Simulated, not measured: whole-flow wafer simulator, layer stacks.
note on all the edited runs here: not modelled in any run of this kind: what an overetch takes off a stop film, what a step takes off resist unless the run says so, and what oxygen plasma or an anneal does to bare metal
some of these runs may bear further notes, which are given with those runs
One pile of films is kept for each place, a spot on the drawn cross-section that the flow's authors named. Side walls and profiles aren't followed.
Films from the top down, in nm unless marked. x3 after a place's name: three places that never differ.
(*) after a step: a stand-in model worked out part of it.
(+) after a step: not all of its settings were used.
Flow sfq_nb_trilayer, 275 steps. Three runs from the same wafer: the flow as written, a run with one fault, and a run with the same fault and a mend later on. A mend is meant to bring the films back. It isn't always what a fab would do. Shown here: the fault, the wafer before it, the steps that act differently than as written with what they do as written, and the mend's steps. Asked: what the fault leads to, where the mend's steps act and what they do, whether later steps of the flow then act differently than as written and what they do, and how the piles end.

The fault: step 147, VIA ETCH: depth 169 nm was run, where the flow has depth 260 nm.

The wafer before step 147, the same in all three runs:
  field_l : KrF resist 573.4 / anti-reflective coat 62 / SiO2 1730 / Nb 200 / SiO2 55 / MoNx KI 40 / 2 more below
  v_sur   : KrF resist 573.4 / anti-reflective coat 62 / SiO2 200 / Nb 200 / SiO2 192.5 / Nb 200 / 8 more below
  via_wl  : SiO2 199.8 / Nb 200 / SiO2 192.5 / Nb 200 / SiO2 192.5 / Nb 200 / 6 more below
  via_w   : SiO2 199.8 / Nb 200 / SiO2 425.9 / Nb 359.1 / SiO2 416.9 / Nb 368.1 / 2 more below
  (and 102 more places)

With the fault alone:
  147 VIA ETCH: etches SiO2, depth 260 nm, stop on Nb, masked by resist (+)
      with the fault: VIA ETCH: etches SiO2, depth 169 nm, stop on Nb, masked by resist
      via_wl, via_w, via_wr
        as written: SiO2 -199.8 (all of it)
        with the fault: SiO2 -169
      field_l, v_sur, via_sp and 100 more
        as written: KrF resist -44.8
        with the fault: KrF resist -29.1
  Later steps of the flow that act differently than as written (6 more steps differ only slightly, by at most 2% or 0.5 nm, whichever is larger, and aren't shown):
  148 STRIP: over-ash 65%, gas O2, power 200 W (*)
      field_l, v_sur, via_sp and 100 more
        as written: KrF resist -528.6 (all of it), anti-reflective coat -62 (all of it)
        with the fault: KrF resist -544.3 (all of it), anti-reflective coat -62 (all of it)
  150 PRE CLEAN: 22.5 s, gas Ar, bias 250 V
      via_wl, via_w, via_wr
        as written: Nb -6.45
        with the fault: SiO2 -7.5
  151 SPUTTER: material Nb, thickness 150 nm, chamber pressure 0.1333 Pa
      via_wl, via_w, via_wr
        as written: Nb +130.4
        with the fault: Nb +133.8 (new film)
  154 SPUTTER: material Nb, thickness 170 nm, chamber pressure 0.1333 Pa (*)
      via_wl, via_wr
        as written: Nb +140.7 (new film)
        with the fault: Nb +145.9 (new film)
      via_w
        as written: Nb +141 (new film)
        with the fault: Nb +146.2 (new film)
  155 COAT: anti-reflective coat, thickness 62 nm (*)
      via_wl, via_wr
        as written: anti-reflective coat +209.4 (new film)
        with the fault: anti-reflective coat +180.5 (new film)
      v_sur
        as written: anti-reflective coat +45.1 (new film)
        with the fault: anti-reflective coat +46.4 (new film)
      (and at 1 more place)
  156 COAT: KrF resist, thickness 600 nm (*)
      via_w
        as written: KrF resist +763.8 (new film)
        with the fault: KrF resist +735.4 (new film)
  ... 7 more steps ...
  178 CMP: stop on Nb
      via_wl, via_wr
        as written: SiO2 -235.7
        with the fault: SiO2 -268.9
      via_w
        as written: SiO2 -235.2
        with the fault: SiO2 -268.4
  At the end the piles differ from the flow's by more than 2% or 0.5 nm, whichever is larger, at via_wl, via_w, via_wr.
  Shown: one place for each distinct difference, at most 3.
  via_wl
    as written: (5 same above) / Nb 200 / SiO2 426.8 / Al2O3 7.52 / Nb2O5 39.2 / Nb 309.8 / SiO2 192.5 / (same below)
    with the fault: (5 same above) / Nb 200 / SiO2 393.6 / Al2O3 7.62 / Nb2O5 39 / Nb 119.8 / SiO2 23.3 / Nb 200 / SiO2 192.5 / (same below)
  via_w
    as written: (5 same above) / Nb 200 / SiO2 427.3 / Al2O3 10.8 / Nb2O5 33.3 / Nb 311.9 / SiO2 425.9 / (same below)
    with the fault: (5 same above) / Nb 200 / SiO2 394.1 / Al2O3 11.1 / Nb2O5 32.7 / Nb 122.1 / SiO2 23.3 / Nb 200 / SiO2 425.9 / (same below)

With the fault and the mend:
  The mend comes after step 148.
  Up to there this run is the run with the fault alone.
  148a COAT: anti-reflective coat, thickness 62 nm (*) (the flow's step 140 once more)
      p4_fl x3, p4_w1 x9, p4_g1 x2 and 63 more
        anti-reflective coat +62 (new film)
      r_sur, res, r_end and 8 more
        anti-reflective coat +61.7 (new film)
      ce_l, c5j, ce_r, sp_r, be_r
        anti-reflective coat +61.6 (new film)
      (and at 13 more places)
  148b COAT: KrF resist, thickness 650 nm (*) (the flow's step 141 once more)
      p4_fl x3, p4_w1 x9, p4_g1 x2 and 63 more
        KrF resist +650 (new film)
      moat, field_r, lsp_l, ln_m5, lsp_m, ln_m6, lsp_r, l0_sur
        KrF resist +649.4 (new film)
      r_sur, res, r_end, l0v
        KrF resist +649.3 (new film)
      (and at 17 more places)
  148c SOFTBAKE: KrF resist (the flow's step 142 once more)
      changes no film at any place that is followed
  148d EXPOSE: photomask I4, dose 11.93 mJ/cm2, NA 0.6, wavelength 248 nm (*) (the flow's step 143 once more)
      changes no film at any place that is followed
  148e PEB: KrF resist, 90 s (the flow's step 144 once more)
      c5j, ce_r, sp_r and 90 more
        KrF resist -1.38
      v_sur, wire, be, be_sur, gap, jj_sur, ce_l
        KrF resist -1.37
      field_l, via_sp, via_v
        KrF resist -1.36
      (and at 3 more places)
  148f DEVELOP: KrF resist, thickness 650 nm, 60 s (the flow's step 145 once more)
      field_l, v_sur, via_sp and 100 more
        KrF resist -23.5
      via_wl
        KrF resist -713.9 (all of it)
      via_w
        KrF resist -762.3 (all of it)
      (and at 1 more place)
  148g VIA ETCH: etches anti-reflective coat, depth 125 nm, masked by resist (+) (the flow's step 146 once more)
      field_l, v_sur, via_sp and 100 more
        KrF resist -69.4
      via_wl, via_wr
        anti-reflective coat -125
      via_w
        anti-reflective coat -82.5 (all of it), SiO2 -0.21
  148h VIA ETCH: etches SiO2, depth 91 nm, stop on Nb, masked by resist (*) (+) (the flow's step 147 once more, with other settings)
      field_l, v_sur, via_sp and 100 more
        KrF resist -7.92
      via_wl
        anti-reflective coat -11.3 (all of it), SiO2 -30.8 (all of it)
      via_w
        SiO2 -30.6 (all of it)
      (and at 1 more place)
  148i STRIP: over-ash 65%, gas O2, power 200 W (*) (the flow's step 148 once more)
      p4_fl x3, p4_w1 x9, p4_g1 x2 and 63 more
        KrF resist -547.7 (all of it), anti-reflective coat -62 (all of it)
      r_end, moat, field_r, lsp_l, l0_sur
        KrF resist -547.1 (all of it), anti-reflective coat -61.7 (all of it)
      ln_m5, lsp_m, ln_m6, lsp_r
        KrF resist -547.2 (all of it), anti-reflective coat -61.7 (all of it)
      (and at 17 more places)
  No later step of the flow acts differently than as written, at any place that is followed, by more than 2% or 0.5 nm, whichever is larger.
  At the end the piles are the same as the flow's at every place that both follow.
